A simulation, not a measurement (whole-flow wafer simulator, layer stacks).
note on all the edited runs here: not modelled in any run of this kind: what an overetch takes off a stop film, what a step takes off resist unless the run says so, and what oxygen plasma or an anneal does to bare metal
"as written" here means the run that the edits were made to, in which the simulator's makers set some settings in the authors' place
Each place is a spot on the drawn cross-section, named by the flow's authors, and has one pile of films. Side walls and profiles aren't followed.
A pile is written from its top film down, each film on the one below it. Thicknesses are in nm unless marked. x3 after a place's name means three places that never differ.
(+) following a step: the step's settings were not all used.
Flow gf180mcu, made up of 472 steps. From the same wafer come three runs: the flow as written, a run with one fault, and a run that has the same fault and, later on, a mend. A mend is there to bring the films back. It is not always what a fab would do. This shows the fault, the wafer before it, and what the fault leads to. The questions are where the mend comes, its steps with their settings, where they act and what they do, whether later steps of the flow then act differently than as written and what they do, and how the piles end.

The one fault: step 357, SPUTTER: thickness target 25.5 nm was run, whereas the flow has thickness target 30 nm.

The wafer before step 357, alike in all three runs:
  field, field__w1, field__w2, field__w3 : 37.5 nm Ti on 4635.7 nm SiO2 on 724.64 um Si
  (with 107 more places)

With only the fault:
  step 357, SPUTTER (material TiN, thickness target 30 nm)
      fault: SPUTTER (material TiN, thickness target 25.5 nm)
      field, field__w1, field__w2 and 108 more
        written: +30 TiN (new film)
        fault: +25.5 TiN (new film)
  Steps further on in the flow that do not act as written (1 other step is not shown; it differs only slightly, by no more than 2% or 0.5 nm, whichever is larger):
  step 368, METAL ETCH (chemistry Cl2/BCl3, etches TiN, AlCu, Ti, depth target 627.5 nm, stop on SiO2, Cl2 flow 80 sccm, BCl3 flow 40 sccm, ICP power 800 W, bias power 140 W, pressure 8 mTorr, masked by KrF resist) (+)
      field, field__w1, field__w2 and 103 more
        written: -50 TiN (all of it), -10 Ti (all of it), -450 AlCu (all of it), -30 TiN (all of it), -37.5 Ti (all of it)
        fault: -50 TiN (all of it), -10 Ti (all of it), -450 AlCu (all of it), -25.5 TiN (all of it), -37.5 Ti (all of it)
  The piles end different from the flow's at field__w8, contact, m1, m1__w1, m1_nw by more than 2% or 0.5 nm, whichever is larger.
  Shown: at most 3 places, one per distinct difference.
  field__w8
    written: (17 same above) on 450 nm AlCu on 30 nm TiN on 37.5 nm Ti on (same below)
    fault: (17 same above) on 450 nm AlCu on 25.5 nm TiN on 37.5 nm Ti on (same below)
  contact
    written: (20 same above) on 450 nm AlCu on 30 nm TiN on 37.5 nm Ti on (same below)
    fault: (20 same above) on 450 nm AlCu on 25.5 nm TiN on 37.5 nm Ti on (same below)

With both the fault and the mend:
  The mend stands after step 357.
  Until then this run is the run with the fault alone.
  step 357a, SPUTTER (material TiN, thickness target 4.5 nm) (a further turn of the flow's step 357, with different settings)
      field, field__w1, field__w2 and 108 more
        +4.5 TiN
  Later steps of the flow that are run all act as written at every place that is followed.
  The piles end the same as the flow's at every place that both follow.
